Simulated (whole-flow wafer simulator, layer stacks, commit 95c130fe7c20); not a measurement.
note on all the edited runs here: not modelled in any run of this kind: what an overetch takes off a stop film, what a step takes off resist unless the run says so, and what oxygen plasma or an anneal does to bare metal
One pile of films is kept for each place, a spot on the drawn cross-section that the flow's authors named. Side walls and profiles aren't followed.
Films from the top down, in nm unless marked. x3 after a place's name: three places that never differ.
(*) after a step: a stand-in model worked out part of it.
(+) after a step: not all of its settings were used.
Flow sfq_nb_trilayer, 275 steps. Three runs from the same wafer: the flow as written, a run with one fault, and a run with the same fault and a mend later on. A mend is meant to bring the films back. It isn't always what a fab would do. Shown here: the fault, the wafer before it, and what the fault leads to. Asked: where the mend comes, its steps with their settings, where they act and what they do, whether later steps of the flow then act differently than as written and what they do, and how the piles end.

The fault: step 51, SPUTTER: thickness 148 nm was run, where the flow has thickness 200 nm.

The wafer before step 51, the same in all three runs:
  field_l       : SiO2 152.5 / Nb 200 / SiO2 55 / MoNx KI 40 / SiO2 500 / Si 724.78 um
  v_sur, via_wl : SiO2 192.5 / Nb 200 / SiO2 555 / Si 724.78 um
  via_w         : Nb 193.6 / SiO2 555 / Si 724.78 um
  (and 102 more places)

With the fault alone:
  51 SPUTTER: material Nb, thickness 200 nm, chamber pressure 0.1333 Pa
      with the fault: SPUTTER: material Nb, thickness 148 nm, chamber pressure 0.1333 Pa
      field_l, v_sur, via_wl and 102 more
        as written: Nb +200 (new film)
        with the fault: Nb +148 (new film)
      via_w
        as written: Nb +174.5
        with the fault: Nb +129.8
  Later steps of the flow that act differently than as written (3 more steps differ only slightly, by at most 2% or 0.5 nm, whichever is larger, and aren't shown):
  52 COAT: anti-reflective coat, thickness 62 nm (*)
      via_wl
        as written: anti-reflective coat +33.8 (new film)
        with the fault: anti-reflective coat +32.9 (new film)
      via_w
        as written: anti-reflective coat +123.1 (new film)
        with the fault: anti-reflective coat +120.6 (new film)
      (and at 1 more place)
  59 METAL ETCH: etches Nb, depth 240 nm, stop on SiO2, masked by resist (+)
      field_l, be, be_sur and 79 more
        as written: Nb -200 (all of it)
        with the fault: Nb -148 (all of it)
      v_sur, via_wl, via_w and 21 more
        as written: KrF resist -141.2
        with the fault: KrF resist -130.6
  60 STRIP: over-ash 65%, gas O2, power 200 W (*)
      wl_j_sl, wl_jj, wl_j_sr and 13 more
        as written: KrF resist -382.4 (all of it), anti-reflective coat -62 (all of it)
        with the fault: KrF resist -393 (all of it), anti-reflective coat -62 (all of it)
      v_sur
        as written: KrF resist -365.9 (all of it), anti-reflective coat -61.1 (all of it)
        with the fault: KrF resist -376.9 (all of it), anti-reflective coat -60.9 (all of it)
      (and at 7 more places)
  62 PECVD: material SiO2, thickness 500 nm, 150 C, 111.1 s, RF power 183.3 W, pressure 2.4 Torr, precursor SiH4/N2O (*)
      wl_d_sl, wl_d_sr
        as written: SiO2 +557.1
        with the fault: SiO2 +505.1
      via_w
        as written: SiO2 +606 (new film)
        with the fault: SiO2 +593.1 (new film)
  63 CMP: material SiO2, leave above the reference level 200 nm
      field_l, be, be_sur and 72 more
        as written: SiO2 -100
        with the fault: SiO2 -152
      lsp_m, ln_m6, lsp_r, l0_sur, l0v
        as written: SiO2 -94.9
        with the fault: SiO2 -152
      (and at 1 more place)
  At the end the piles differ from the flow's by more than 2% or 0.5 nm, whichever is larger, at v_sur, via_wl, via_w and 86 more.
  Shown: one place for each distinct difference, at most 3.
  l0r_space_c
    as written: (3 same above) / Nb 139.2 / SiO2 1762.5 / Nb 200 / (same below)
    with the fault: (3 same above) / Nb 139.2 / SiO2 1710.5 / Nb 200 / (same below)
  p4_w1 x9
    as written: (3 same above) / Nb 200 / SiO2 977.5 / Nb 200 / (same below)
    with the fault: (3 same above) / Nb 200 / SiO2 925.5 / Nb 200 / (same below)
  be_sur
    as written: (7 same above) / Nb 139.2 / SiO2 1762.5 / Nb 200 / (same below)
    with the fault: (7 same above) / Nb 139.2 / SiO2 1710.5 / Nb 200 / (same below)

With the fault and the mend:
  The mend comes after step 51.
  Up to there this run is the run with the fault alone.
  51a SPUTTER: material Nb, thickness 52 nm, chamber pressure 0.1333 Pa (the flow's step 51 once more, with other settings)
      field_l, v_sur, via_wl and 102 more
        Nb +52
      via_w
        Nb +41.1
  No later step of the flow acts differently than as written, at any place that is followed, by more than 2% or 0.5 nm, whichever is larger.
  At the end the piles differ from the flow's only slightly at the places that both follow, by at most 2% or 0.5 nm, whichever is larger.
